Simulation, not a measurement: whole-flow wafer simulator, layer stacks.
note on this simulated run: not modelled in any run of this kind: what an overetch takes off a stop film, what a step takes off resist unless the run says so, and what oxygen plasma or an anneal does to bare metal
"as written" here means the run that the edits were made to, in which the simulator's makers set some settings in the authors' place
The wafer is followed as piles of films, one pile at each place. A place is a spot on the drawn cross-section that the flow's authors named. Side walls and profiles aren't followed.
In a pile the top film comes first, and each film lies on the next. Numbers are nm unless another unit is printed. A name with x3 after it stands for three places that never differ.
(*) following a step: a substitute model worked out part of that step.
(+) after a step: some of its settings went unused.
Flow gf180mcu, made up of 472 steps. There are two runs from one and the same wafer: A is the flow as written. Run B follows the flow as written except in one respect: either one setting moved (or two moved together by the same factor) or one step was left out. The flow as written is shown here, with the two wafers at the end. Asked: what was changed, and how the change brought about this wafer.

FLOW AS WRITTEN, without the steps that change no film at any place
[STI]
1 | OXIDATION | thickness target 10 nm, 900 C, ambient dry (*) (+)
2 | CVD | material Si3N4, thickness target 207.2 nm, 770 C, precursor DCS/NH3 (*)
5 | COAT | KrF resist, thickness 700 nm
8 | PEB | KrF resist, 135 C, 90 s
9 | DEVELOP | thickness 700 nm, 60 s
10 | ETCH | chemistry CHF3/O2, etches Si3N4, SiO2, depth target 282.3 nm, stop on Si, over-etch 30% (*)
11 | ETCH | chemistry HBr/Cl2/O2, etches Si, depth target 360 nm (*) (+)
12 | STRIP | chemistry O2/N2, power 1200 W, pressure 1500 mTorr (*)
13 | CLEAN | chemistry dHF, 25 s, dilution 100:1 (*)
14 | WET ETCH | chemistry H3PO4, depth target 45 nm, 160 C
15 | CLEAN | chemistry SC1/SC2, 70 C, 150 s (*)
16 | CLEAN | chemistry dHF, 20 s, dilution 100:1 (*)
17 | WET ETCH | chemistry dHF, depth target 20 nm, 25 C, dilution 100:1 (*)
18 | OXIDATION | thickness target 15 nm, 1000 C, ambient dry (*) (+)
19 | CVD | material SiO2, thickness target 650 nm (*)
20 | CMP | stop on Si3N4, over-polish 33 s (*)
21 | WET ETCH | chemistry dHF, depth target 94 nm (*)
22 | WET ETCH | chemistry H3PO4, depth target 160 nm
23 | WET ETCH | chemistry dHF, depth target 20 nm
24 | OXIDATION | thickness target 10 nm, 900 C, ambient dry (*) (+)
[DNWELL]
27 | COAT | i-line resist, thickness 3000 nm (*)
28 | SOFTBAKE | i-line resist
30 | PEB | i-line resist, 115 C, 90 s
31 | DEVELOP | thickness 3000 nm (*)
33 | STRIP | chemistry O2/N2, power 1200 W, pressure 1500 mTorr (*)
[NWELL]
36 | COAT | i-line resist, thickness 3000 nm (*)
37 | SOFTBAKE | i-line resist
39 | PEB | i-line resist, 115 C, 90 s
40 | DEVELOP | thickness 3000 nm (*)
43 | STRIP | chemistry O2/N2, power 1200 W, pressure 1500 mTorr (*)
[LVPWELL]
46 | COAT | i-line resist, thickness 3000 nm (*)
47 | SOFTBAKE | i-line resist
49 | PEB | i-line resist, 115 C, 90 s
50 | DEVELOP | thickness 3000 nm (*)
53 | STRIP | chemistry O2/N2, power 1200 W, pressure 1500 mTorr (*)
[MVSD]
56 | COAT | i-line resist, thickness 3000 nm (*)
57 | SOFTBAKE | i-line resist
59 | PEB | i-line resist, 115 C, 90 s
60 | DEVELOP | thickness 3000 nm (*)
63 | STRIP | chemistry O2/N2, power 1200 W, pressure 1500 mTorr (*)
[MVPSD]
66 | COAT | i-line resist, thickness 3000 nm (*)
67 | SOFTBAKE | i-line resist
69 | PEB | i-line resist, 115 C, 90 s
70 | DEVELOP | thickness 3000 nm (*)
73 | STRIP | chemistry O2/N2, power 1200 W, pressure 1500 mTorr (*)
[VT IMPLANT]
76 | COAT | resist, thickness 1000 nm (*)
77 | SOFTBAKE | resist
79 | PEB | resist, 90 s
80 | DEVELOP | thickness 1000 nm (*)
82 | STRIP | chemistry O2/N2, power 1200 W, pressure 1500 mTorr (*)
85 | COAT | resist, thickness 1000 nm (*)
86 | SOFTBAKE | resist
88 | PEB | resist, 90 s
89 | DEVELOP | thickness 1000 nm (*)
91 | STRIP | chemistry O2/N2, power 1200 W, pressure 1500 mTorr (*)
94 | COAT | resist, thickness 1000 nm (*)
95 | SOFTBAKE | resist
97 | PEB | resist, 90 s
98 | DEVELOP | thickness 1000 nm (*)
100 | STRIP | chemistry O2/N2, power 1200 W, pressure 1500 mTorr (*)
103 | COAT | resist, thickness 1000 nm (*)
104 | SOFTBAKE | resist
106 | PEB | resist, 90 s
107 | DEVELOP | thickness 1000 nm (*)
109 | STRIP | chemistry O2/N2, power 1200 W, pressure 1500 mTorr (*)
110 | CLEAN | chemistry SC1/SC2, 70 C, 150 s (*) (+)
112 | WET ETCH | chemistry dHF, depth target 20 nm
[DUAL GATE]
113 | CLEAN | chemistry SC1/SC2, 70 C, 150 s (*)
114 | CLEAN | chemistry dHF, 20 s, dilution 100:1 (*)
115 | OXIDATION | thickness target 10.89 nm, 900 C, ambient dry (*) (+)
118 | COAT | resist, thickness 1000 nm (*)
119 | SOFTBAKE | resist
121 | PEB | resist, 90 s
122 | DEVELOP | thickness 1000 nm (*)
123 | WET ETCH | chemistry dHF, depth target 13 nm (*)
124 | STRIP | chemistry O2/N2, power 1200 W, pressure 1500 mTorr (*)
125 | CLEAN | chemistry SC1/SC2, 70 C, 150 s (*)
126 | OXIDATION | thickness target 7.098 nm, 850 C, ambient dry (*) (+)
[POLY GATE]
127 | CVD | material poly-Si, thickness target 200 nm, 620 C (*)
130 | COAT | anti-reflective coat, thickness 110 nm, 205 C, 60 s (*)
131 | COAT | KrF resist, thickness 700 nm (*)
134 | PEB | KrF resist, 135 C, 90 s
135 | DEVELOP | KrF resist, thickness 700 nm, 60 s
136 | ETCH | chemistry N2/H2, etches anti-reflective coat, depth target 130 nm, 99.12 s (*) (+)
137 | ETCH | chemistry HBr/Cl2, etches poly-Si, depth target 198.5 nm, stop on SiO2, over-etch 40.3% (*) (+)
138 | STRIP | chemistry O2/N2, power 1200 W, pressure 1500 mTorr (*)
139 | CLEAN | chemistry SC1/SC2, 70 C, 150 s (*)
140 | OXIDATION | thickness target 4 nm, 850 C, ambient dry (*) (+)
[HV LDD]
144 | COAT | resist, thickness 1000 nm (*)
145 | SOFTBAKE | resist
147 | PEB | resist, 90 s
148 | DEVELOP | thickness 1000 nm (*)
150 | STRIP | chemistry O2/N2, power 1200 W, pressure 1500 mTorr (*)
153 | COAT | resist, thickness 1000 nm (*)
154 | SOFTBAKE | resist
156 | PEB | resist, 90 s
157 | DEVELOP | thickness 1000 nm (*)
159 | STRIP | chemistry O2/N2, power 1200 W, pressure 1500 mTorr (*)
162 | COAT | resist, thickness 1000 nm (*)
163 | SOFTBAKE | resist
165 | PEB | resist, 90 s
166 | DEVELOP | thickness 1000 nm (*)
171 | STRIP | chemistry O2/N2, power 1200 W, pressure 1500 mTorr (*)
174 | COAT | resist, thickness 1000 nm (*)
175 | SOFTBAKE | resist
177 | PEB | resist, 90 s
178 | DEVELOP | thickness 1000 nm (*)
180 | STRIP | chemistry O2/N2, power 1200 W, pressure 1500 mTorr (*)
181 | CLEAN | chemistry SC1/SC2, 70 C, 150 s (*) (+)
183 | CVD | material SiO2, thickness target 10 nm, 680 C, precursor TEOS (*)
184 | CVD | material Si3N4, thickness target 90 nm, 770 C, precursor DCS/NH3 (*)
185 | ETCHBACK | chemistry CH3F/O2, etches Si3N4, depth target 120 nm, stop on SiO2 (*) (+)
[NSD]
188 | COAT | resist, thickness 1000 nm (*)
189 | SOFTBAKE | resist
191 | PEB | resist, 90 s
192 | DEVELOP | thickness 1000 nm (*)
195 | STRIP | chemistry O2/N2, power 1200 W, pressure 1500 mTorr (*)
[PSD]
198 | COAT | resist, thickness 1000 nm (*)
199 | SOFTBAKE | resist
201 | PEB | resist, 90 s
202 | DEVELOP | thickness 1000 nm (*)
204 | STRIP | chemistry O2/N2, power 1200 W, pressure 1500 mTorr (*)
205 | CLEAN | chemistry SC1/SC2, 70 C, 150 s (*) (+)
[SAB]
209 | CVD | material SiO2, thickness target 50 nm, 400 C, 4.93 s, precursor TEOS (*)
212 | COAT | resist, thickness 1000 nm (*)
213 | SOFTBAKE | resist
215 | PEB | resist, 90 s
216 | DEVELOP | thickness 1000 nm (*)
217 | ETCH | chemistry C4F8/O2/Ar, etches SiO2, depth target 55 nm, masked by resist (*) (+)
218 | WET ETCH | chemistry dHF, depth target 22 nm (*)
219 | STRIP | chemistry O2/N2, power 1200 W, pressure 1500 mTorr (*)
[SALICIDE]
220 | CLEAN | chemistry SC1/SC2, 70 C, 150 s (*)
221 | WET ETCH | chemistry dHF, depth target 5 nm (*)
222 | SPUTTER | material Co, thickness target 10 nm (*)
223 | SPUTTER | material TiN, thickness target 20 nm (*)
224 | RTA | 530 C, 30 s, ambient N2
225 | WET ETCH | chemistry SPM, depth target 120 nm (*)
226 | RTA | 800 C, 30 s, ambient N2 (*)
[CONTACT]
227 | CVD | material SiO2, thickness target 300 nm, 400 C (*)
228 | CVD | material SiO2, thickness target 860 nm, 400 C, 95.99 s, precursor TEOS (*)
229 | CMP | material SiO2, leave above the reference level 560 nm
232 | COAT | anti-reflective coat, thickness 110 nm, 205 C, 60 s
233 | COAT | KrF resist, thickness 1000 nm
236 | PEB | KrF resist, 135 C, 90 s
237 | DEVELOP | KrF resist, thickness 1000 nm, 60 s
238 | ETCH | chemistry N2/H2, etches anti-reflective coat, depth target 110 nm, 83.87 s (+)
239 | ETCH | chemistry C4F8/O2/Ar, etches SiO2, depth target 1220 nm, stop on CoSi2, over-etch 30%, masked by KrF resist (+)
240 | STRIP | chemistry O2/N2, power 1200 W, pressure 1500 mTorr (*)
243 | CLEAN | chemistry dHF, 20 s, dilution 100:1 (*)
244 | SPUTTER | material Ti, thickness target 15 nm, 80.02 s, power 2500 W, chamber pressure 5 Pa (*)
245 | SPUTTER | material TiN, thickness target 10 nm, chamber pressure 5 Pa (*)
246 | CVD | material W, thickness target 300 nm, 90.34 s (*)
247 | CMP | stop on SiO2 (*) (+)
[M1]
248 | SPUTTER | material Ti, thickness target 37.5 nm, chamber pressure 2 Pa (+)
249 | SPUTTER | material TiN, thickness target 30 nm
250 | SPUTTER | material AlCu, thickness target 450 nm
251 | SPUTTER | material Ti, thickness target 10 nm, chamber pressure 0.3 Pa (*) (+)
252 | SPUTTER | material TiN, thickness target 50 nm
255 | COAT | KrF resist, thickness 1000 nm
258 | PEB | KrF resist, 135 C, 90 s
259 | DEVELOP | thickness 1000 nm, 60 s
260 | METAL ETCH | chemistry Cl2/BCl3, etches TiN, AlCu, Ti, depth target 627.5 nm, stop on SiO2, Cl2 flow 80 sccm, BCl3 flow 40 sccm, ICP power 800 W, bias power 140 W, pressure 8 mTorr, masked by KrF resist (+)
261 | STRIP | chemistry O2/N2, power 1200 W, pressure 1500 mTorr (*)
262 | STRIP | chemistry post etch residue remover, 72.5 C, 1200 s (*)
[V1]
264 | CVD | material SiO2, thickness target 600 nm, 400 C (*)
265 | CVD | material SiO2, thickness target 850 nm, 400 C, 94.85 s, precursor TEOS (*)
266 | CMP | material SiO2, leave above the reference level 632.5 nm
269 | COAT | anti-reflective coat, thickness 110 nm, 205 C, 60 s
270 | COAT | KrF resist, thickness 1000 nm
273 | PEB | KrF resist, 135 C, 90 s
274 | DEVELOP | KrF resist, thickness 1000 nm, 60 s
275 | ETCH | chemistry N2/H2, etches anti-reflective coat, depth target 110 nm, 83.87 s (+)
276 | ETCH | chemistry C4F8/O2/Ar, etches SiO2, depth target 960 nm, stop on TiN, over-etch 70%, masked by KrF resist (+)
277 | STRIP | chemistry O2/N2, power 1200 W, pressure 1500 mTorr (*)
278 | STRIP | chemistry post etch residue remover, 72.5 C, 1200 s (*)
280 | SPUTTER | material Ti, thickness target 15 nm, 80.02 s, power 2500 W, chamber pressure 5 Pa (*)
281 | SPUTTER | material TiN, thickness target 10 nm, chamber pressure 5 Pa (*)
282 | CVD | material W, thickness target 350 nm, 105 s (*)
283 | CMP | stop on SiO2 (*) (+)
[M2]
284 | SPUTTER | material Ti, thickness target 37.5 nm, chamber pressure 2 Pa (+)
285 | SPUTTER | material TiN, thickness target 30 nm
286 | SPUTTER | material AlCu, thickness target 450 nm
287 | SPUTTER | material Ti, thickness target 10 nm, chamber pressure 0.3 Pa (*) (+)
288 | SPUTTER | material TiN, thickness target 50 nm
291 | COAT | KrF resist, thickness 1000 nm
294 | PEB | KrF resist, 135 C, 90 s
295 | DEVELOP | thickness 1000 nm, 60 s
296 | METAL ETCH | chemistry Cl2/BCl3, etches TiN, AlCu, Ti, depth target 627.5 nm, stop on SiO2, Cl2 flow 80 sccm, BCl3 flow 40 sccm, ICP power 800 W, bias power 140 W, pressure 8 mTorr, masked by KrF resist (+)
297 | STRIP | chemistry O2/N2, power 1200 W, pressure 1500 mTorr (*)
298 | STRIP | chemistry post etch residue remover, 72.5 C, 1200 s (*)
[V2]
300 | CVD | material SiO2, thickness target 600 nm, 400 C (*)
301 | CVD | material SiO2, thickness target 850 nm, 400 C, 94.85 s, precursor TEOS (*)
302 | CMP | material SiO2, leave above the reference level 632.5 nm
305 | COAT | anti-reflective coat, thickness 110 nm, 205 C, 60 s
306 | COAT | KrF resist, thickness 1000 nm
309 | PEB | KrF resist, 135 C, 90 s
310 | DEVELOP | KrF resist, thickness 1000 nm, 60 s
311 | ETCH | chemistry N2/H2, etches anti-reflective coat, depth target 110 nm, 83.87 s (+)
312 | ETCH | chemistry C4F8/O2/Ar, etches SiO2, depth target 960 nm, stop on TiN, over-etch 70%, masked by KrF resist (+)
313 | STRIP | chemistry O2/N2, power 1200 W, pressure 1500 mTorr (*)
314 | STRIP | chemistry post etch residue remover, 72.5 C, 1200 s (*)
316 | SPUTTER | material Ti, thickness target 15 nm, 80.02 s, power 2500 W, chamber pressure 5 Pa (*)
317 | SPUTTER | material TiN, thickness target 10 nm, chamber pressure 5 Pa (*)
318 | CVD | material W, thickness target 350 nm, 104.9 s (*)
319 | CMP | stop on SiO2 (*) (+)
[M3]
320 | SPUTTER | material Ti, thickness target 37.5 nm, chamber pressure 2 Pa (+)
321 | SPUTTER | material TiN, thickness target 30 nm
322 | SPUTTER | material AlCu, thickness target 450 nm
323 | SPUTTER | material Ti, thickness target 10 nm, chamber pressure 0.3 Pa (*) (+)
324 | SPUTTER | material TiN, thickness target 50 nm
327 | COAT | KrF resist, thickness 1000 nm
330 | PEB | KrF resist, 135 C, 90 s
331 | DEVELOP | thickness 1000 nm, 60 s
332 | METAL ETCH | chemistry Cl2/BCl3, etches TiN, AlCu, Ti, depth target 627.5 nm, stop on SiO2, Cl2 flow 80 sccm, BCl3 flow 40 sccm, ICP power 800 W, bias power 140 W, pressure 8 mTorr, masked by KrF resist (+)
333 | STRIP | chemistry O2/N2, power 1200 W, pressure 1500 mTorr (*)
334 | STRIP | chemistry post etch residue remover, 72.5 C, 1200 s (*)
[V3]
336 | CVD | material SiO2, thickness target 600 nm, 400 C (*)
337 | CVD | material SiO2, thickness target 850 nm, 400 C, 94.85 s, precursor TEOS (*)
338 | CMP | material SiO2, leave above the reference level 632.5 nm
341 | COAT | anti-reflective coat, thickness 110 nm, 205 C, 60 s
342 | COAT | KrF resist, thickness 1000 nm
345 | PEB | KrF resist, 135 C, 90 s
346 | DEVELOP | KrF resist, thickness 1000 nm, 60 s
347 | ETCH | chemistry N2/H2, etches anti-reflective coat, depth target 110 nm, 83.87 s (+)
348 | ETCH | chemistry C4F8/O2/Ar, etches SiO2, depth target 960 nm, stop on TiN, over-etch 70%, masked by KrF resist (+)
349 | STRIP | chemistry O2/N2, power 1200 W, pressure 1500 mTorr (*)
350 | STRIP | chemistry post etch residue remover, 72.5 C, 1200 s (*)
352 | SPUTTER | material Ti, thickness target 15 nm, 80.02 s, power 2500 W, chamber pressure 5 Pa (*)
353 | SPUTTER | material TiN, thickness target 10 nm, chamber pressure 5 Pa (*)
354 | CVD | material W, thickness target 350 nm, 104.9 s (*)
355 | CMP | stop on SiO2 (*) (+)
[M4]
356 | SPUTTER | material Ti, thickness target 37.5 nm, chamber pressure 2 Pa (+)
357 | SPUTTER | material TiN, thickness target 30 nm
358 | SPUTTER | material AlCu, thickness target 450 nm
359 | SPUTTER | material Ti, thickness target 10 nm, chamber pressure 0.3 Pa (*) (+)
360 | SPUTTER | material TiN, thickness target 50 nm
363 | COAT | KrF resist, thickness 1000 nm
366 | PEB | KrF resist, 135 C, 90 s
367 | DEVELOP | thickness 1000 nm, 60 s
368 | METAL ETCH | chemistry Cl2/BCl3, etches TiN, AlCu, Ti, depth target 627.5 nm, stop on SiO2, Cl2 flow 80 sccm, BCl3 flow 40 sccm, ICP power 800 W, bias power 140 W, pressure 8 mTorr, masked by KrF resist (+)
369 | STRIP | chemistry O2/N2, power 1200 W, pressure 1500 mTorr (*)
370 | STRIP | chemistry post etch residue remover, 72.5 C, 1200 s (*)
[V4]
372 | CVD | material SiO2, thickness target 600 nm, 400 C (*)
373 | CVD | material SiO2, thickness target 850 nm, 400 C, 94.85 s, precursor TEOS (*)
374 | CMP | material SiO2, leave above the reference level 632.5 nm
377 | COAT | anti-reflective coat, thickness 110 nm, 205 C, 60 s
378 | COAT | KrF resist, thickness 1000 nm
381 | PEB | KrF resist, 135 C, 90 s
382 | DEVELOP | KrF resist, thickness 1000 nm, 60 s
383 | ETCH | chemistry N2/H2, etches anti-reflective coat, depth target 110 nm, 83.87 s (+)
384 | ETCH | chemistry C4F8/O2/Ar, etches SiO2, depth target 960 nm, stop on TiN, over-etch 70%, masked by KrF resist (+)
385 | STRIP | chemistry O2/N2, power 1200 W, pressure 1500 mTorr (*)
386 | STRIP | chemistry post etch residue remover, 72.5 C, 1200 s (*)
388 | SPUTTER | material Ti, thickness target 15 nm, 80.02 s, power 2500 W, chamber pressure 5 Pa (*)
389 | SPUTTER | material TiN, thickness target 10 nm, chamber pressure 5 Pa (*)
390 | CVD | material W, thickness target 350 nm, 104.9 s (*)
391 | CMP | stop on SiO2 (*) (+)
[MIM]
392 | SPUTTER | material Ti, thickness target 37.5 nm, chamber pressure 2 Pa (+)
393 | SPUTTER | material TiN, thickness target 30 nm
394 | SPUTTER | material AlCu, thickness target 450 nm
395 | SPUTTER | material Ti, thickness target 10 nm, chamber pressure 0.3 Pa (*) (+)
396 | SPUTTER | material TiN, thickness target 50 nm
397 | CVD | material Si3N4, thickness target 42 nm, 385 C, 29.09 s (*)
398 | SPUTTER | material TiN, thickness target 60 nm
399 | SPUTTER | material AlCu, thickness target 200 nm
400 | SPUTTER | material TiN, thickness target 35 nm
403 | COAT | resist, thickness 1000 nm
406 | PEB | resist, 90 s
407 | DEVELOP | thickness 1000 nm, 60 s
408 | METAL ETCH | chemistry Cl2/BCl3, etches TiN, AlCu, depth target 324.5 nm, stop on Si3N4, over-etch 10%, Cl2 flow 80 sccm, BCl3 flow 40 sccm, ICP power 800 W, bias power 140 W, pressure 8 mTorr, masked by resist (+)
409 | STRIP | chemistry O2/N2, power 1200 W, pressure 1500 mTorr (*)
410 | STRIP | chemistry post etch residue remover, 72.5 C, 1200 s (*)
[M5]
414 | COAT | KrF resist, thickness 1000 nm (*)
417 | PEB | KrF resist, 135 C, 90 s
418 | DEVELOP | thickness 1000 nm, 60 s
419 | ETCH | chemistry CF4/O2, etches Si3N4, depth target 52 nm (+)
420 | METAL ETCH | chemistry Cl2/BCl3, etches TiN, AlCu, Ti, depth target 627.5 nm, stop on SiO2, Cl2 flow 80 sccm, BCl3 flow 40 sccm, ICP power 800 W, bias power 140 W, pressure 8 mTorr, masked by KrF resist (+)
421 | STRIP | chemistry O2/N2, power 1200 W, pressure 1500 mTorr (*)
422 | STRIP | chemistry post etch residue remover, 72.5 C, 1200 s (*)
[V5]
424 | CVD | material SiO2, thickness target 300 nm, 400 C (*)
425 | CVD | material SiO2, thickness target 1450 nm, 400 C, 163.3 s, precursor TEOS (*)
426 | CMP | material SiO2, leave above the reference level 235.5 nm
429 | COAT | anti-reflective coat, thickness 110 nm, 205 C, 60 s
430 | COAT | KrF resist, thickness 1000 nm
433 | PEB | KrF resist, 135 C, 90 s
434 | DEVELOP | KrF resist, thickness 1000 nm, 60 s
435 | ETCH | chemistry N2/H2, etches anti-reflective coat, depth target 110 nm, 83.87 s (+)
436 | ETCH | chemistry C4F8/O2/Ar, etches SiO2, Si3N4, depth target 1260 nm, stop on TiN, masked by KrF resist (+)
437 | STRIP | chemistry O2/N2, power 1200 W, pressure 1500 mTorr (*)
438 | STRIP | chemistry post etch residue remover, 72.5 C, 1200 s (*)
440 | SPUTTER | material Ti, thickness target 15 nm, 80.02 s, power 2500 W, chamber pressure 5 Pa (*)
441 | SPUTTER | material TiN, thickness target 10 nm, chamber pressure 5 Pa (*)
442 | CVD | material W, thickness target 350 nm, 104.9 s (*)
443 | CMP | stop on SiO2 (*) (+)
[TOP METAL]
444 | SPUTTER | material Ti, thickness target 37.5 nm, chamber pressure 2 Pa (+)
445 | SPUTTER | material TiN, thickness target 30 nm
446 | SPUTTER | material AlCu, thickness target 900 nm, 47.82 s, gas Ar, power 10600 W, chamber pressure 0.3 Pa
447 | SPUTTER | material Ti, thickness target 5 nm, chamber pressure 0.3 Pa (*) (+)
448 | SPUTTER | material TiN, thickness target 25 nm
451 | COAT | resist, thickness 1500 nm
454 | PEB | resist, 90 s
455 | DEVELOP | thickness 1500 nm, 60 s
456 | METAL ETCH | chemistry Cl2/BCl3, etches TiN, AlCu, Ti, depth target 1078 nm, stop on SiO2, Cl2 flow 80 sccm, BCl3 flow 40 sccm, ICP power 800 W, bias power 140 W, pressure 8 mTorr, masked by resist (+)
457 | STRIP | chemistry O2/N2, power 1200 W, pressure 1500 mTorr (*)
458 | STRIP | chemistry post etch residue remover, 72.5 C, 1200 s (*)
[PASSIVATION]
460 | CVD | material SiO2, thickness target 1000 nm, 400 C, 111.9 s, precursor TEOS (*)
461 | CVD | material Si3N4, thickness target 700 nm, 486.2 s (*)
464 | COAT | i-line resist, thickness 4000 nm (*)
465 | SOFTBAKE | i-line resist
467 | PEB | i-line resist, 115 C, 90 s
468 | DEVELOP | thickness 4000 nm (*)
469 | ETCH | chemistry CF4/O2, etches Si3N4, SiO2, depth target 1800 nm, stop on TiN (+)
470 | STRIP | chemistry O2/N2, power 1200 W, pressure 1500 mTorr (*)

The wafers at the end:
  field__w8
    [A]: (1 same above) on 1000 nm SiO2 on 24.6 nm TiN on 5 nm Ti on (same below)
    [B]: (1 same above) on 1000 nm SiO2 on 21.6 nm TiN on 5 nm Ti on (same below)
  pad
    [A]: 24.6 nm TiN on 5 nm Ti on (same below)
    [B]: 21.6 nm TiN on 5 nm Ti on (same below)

Cause: step 448, SPUTTER: thickness target 22 nm was run, whereas the flow has thickness target 25 nm.

The path from the change to this, step by step:
  448 | SPUTTER | material TiN, thickness target 25 nm
      field, field__w1, field__w2 and 109 more: A TiN gains 25 (new film) | B TiN gains 22 (new film)
  456 | METAL ETCH | chemistry Cl2/BCl3, etches TiN, AlCu, Ti, depth target 1078 nm, stop on SiO2, Cl2 flow 80 sccm, BCl3 flow 40 sccm, ICP power 800 W, bias power 140 W, pressure 8 mTorr, masked by resist (+)
      field, field__w1, field__w2 and 103 more: A TiN loses 25 (all of it), Ti loses 5 (all of it), AlCu loses 900 (all of it), TiN loses 30 (all of it), Ti loses 37.5 (all of it) | B TiN loses 22 (all of it), Ti loses 5 (all of it), AlCu loses 900 (all of it), TiN loses 30 (all of it), Ti loses 37.5 (all of it)
